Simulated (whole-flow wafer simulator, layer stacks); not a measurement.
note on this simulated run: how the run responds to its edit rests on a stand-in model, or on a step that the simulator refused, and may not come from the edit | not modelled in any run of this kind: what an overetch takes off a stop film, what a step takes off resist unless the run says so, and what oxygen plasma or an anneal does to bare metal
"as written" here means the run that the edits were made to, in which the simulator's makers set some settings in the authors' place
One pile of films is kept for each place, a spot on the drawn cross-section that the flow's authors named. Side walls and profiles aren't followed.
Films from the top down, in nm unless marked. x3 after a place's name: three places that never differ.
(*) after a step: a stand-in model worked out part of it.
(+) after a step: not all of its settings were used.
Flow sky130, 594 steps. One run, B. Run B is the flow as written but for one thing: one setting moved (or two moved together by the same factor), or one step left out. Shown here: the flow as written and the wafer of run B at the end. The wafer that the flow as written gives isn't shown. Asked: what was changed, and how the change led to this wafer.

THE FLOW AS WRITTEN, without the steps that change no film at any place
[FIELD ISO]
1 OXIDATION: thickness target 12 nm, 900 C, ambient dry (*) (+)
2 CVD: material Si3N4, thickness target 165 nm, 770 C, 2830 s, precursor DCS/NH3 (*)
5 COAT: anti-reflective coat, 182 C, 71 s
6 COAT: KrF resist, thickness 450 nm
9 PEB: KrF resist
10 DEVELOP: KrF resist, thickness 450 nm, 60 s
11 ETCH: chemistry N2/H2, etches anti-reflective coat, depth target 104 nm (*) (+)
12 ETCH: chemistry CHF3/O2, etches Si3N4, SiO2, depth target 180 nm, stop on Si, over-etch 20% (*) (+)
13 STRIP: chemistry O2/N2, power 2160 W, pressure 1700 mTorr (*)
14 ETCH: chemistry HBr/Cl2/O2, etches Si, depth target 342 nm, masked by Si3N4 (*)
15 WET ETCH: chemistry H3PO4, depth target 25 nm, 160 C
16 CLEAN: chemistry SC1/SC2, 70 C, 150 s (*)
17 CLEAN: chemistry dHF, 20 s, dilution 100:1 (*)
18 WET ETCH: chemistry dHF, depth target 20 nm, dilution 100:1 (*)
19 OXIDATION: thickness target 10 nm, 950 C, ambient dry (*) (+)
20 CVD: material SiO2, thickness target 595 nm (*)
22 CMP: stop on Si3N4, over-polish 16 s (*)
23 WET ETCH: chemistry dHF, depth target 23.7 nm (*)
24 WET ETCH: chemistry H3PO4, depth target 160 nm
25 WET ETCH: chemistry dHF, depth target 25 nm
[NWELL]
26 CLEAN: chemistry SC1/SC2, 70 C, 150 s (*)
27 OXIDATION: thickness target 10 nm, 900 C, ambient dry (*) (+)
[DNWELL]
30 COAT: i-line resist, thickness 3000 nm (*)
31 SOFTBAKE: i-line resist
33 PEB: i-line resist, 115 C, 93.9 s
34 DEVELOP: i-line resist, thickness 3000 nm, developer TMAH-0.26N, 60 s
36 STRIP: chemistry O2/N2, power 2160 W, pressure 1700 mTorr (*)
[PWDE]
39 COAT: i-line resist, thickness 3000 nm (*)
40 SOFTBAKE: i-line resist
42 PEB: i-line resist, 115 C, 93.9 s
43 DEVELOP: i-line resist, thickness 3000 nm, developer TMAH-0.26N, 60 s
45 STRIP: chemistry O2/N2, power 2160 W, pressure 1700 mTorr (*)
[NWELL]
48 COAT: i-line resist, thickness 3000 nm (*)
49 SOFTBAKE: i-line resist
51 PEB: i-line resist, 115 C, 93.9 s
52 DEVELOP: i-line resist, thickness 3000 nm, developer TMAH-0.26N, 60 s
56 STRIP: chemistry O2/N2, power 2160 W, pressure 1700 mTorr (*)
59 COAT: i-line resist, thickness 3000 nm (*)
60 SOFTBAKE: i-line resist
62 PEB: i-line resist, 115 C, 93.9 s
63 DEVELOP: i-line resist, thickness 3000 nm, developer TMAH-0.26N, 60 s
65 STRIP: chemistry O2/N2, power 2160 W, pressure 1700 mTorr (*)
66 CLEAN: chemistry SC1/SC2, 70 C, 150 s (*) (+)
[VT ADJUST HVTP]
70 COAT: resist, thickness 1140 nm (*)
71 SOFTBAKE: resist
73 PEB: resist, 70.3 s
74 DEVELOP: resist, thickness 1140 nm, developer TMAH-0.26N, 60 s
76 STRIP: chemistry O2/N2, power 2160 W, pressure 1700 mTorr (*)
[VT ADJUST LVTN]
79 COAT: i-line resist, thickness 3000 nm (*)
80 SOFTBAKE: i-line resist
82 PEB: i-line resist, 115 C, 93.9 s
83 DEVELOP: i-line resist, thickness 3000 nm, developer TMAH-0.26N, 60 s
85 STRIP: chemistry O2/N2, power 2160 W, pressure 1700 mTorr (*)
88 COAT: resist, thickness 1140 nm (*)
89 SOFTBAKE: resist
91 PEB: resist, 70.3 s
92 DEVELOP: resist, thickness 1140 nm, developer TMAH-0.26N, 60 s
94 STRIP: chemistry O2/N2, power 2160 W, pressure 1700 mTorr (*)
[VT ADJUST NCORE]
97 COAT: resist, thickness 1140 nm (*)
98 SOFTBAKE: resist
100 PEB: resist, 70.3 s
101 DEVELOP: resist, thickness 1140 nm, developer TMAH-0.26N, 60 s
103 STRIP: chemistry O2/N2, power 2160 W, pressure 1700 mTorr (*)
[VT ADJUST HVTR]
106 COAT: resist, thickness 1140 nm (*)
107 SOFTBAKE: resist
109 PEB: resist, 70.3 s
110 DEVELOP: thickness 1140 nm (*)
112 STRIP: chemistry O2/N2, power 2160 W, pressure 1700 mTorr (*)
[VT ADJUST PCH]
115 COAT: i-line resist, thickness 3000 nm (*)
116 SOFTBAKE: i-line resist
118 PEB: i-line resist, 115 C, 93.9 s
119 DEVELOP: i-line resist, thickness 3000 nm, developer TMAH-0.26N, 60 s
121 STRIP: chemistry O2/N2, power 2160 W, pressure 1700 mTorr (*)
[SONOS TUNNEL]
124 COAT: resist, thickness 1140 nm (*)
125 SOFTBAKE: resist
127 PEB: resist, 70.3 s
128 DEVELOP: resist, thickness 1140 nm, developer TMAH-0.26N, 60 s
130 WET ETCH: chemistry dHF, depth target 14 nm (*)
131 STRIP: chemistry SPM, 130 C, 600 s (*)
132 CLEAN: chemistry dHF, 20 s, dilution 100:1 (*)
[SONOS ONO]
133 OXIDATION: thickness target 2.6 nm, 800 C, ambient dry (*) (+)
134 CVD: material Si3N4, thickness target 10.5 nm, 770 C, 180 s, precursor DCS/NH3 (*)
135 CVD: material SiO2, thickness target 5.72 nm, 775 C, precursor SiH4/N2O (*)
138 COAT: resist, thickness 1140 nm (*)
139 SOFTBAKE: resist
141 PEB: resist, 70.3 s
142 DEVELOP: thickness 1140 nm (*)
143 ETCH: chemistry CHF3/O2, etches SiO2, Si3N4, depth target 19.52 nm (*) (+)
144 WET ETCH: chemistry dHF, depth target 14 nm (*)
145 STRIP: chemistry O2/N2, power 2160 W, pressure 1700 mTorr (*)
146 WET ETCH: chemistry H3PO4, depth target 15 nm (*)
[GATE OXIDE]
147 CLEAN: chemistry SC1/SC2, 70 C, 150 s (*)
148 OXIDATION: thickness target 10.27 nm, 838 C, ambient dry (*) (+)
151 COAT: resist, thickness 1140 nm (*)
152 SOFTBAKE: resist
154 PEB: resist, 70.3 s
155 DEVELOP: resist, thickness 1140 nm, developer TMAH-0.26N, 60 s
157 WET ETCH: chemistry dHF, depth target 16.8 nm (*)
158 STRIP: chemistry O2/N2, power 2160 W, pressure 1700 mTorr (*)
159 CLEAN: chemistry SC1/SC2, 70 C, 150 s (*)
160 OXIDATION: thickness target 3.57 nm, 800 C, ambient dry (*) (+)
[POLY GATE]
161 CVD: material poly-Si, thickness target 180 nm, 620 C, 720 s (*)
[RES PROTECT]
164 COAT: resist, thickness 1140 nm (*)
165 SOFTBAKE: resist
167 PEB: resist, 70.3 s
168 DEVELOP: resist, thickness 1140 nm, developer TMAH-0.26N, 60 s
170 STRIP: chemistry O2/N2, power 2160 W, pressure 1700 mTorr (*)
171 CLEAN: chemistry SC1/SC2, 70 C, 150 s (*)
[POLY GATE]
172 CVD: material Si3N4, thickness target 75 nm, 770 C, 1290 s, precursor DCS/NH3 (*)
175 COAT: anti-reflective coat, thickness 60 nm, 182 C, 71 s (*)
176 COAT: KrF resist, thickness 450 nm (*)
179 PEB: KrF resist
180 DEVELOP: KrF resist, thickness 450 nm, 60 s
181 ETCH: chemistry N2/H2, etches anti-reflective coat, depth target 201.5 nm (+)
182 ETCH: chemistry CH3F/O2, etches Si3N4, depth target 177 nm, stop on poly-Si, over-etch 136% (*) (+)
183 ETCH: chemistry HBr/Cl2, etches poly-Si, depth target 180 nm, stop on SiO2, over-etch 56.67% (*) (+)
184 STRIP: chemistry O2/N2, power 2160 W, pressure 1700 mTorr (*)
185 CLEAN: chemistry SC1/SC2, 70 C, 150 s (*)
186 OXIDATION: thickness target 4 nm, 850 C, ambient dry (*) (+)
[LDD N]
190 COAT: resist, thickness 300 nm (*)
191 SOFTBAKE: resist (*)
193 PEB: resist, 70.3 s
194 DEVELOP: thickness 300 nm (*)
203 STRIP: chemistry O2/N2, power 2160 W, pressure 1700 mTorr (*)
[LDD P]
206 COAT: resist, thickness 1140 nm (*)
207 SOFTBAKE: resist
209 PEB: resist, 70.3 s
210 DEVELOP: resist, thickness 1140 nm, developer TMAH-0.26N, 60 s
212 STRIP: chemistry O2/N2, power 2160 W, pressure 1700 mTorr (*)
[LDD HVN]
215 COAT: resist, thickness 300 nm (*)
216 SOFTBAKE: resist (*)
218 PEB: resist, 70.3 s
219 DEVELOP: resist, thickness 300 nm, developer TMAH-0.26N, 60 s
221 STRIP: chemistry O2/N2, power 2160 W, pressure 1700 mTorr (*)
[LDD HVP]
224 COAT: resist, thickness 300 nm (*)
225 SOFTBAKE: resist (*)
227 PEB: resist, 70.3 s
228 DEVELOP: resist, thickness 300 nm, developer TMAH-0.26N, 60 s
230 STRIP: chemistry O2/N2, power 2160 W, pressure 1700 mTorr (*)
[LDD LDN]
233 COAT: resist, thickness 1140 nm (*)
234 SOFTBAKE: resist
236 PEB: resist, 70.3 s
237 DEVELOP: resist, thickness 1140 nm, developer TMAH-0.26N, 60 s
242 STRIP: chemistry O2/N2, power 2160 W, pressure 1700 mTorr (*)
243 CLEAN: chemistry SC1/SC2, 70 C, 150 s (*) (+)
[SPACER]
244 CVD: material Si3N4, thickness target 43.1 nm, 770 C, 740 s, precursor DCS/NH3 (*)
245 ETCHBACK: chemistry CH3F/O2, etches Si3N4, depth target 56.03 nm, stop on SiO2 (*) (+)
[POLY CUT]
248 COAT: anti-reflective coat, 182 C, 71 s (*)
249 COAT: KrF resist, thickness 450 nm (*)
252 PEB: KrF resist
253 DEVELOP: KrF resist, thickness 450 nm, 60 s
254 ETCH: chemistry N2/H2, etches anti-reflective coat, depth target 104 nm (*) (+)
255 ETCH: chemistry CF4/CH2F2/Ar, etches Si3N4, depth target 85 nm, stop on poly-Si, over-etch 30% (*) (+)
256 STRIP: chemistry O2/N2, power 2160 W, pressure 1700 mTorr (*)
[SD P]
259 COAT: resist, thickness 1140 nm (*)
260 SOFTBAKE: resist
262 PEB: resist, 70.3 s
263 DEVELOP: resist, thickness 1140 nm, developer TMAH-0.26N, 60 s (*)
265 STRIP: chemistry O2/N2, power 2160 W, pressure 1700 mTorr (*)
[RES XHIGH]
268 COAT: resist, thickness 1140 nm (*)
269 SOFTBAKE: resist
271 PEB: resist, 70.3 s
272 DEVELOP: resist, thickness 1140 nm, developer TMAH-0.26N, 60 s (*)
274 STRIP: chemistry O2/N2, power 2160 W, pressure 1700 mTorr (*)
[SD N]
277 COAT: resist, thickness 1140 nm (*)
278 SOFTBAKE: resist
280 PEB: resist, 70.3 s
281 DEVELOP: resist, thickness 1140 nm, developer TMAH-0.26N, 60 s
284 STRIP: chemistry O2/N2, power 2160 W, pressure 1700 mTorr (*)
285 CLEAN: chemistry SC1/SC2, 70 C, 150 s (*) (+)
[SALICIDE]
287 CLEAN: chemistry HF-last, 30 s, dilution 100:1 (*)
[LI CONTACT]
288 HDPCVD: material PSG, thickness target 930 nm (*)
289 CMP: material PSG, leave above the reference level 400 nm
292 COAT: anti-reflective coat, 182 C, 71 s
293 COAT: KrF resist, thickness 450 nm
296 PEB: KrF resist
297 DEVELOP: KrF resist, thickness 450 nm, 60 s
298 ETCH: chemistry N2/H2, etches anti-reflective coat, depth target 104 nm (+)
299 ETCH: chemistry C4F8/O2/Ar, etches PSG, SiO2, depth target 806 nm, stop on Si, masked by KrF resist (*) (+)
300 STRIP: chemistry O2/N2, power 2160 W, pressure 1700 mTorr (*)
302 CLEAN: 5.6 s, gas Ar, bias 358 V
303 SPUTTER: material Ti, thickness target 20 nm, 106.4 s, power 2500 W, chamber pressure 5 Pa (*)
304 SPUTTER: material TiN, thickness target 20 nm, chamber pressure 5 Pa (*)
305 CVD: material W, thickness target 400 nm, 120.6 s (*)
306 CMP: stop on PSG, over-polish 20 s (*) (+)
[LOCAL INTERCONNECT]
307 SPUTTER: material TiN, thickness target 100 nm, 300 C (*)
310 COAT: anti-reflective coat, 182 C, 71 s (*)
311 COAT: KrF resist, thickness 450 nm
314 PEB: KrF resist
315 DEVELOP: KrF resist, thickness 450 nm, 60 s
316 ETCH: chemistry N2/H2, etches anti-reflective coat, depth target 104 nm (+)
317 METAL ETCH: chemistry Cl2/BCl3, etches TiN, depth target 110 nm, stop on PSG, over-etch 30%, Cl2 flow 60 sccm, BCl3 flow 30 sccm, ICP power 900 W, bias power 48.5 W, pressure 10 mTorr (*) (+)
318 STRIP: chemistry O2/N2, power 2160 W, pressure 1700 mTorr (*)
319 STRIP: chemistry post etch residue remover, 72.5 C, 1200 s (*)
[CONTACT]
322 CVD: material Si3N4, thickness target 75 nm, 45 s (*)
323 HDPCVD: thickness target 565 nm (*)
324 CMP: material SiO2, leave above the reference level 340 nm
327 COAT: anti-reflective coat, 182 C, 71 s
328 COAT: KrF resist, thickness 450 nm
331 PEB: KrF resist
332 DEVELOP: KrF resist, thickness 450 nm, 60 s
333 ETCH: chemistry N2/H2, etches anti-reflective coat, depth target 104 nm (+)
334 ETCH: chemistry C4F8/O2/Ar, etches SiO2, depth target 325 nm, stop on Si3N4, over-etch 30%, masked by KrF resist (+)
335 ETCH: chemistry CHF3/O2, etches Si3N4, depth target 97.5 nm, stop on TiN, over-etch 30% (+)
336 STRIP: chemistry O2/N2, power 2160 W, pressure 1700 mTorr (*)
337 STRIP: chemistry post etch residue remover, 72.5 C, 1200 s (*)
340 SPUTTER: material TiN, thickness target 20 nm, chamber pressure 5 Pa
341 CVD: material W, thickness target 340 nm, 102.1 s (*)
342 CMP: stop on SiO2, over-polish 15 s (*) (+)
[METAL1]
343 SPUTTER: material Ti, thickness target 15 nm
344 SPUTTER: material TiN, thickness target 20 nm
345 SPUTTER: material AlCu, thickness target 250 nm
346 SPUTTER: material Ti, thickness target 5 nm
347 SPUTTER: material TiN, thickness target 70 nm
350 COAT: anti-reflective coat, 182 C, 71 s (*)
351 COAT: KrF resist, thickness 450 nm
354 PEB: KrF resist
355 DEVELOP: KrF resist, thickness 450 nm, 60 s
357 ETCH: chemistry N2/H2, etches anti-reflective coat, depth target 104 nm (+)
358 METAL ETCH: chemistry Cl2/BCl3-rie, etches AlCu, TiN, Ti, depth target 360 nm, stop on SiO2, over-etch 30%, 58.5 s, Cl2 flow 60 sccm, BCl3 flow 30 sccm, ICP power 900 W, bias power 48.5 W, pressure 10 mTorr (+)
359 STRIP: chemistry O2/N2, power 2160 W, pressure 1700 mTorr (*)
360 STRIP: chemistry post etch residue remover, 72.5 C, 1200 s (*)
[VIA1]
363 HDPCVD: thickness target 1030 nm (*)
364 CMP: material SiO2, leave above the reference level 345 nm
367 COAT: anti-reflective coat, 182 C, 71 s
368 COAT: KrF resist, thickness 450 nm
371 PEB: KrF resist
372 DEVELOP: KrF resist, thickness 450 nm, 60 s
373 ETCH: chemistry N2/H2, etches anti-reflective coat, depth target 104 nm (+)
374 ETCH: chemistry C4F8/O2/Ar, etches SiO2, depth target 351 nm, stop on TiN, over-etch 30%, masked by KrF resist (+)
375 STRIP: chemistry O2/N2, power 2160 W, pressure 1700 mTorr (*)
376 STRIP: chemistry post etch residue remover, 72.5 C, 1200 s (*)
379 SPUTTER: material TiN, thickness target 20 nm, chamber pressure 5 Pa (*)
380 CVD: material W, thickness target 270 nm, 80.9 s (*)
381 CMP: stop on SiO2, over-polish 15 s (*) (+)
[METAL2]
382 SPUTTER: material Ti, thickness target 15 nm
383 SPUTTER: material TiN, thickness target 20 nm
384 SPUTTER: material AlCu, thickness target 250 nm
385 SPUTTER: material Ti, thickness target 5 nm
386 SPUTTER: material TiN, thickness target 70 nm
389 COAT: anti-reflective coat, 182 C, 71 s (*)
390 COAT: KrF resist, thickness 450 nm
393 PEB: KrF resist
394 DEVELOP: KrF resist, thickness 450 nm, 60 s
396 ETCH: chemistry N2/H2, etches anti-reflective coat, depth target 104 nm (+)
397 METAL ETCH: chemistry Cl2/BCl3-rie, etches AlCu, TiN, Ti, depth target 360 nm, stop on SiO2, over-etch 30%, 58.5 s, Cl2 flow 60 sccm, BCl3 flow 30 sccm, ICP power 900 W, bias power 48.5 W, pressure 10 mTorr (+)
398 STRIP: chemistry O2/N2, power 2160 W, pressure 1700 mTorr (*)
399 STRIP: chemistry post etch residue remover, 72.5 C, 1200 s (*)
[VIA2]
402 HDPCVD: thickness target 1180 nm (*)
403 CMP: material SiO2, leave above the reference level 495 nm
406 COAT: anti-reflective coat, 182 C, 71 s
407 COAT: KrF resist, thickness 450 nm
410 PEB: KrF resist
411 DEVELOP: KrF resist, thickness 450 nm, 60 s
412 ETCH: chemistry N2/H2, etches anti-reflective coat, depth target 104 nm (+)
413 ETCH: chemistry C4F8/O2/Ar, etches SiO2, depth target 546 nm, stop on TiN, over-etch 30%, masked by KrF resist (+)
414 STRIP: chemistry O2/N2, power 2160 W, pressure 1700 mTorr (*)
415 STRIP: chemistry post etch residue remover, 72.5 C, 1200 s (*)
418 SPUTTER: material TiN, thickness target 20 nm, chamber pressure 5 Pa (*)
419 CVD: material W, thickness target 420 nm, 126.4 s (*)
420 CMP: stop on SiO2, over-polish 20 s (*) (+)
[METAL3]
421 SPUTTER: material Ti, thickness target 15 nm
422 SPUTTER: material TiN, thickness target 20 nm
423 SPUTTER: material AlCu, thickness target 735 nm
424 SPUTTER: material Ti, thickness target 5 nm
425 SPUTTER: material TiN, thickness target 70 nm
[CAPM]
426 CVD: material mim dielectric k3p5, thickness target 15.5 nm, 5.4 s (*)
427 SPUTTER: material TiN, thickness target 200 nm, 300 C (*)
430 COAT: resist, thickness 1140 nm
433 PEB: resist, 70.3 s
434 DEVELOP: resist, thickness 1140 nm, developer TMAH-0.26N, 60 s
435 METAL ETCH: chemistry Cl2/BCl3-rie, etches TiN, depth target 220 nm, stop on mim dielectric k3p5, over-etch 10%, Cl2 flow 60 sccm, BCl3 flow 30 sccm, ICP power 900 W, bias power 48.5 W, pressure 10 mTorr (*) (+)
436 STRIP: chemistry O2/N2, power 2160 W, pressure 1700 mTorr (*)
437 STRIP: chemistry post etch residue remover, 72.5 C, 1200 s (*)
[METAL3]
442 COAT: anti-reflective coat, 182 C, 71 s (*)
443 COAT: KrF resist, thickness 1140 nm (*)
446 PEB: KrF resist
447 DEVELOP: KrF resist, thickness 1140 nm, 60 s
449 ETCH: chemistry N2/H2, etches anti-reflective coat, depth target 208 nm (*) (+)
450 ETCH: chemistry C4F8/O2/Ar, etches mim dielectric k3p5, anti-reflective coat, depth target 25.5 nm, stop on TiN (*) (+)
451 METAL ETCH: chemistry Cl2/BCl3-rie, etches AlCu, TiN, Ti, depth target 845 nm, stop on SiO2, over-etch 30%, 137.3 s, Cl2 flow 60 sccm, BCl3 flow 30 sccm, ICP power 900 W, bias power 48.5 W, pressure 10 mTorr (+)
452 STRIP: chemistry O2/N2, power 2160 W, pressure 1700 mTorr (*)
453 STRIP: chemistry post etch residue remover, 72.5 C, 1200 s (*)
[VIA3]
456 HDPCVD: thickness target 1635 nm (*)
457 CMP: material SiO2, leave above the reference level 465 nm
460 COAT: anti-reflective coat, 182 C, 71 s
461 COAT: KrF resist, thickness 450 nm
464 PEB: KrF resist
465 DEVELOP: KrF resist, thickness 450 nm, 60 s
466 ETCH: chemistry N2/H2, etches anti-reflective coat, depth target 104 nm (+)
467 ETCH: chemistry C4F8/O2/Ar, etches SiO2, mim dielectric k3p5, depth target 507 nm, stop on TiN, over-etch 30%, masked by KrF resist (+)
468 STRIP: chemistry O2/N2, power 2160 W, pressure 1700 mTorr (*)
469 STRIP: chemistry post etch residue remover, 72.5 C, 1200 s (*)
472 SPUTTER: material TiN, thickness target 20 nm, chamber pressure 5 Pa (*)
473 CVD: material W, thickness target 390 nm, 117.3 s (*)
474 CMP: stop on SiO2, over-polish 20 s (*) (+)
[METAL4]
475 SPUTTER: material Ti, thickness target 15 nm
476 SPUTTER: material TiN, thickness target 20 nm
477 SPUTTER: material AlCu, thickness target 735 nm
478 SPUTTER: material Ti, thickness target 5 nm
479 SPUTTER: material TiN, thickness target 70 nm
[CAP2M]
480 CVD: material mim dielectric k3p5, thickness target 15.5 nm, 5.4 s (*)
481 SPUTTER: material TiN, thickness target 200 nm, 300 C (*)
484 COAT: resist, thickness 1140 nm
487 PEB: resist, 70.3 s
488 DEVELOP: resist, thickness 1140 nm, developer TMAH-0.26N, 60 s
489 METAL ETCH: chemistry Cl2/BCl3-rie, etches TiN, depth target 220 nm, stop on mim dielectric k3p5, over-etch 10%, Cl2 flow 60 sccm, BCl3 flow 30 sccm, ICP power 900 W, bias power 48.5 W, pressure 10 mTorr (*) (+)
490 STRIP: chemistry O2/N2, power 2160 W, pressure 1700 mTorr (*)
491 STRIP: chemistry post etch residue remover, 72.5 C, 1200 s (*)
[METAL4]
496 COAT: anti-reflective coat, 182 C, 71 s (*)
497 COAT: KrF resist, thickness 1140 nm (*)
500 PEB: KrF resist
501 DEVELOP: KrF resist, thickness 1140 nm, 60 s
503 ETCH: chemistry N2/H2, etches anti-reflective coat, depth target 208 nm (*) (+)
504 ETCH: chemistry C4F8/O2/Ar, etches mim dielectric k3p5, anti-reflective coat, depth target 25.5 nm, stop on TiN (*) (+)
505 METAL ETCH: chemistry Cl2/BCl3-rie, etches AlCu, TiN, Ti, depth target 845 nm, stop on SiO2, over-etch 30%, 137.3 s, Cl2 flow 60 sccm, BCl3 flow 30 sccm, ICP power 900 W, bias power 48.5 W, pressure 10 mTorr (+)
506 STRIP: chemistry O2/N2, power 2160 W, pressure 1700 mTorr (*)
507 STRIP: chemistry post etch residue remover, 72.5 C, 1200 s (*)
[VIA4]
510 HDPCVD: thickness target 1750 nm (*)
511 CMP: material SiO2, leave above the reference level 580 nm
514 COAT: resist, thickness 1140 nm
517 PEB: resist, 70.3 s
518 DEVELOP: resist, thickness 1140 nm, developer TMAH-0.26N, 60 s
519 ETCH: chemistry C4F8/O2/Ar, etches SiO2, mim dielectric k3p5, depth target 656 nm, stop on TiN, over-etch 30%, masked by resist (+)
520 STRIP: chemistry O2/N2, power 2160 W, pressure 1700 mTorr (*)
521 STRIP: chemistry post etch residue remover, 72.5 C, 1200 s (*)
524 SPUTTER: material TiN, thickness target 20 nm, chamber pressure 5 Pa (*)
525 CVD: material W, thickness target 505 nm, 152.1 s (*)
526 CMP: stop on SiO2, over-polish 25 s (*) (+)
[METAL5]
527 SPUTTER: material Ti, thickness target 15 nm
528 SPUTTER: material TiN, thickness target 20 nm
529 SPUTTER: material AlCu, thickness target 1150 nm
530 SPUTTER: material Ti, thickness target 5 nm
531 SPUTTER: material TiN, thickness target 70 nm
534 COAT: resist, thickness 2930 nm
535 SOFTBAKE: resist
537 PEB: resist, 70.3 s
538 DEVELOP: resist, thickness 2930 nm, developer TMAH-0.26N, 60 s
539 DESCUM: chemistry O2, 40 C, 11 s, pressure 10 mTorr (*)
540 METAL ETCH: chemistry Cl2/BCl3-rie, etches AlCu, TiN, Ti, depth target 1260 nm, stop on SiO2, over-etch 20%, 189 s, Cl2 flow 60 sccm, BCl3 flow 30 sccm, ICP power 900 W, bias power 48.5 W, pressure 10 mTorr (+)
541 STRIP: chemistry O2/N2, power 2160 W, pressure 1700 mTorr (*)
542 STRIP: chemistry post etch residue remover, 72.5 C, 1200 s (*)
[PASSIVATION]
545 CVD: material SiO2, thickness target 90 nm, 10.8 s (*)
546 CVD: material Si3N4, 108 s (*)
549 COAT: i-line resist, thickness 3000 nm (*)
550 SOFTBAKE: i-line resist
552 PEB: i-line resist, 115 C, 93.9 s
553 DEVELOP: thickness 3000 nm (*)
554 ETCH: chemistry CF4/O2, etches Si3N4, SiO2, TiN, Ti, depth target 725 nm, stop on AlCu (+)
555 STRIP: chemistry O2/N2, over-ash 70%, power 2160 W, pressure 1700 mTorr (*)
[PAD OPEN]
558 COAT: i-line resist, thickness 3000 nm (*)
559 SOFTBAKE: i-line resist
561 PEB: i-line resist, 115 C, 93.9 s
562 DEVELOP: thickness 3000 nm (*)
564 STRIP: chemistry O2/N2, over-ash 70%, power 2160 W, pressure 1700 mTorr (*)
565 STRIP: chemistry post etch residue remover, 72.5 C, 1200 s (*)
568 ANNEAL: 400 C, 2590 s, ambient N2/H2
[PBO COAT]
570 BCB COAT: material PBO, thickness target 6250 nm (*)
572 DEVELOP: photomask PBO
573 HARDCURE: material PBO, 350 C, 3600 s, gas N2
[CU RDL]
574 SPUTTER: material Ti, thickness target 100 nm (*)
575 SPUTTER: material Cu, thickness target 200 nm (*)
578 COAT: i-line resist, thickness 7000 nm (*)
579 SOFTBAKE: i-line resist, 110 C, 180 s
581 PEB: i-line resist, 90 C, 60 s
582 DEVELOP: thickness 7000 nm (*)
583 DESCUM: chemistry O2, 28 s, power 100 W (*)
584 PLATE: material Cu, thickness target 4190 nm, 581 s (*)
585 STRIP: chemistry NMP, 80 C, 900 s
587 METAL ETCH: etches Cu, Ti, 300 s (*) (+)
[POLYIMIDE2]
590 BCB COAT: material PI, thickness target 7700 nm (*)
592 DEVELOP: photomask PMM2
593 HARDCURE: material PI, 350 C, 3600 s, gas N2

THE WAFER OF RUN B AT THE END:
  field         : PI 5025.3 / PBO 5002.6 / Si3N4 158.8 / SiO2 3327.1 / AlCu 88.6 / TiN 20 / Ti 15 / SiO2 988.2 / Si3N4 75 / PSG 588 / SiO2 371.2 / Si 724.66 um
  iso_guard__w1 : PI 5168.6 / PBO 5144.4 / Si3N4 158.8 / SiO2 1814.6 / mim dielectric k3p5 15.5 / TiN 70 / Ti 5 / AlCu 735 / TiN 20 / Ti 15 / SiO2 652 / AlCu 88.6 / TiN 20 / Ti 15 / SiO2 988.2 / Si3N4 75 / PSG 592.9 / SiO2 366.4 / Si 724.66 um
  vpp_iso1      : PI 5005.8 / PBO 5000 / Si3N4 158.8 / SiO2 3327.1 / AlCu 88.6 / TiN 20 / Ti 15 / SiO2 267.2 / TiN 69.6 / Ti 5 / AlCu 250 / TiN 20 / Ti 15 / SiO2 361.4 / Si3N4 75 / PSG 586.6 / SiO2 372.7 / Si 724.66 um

The cause: step 397, METAL ETCH: depth target 176.4 nm was run, where the flow has depth target 360 nm; step 397, METAL ETCH: 28.7 s was run, where the flow has 58.5 s.

How the change led to this, step by step:
  397 METAL ETCH: chemistry Cl2/BCl3-rie, etches AlCu, TiN, Ti, depth target 360 nm, stop on SiO2, over-etch 30%, 58.5 s, Cl2 flow 60 sccm, BCl3 flow 30 sccm, ICP power 900 W, bias power 48.5 W, pressure 10 mTorr (+)
      field, active, gate and 82 more: TiN -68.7 (all of it), Ti -5 (all of it), AlCu -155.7 (as written it would be: TiN -68.7 (all of it), Ti -5 (all of it), AlCu -250 (all of it), TiN -20 (all of it), Ti -15 (all of it), SiO2 -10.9)
      n_well, p_well, gate_hv and 103 more: KrF resist -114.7 (as written it would be: KrF resist -234)
  398 STRIP: chemistry O2/N2, power 2160 W, pressure 1700 mTorr (*)
      gate_hv, mim, dice_street and 94 more: KrF resist -263.2 (all of it), anti-reflective coat -80 (all of it) (as written it would be: KrF resist -143.8 (all of it), anti-reflective coat -80 (all of it))
      n_well, p_well, sd_n, sd_p, pad, gate_p, vpp_tail: KrF resist -263.1 (all of it), anti-reflective coat -80 (all of it) (as written it would be: KrF resist -143.8 (all of it), anti-reflective coat -80 (all of it))
      (and at 2 more places)
  399 STRIP: chemistry post etch residue remover, 72.5 C, 1200 s (*)
      field, active, gate and 82 more: AlCu -5.72 (as written it would be: nothing)
  402 HDPCVD: thickness target 1180 nm (*)
      field, active, gate and 82 more: SiO2 +1180 (new film) (as written it would be: SiO2 +1180)
  403 CMP: material SiO2, leave above the reference level 495 nm
      field, active, gate and 82 more: SiO2 -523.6 (as written it would be: SiO2 -389.1)
Counting metal films that touch as one body, field has 1 body; the flow as written gives 0 bodies.
Counting metal films that touch as one body, iso_guard__w1 has 2 bodies (between them, from the top down: SiO2 652); the flow as written gives 1 body.
Counting metal films that touch as one body, vpp_iso1 has 2 bodies (between them, from the top down: SiO2 267.2); the flow as written gives 1 body.
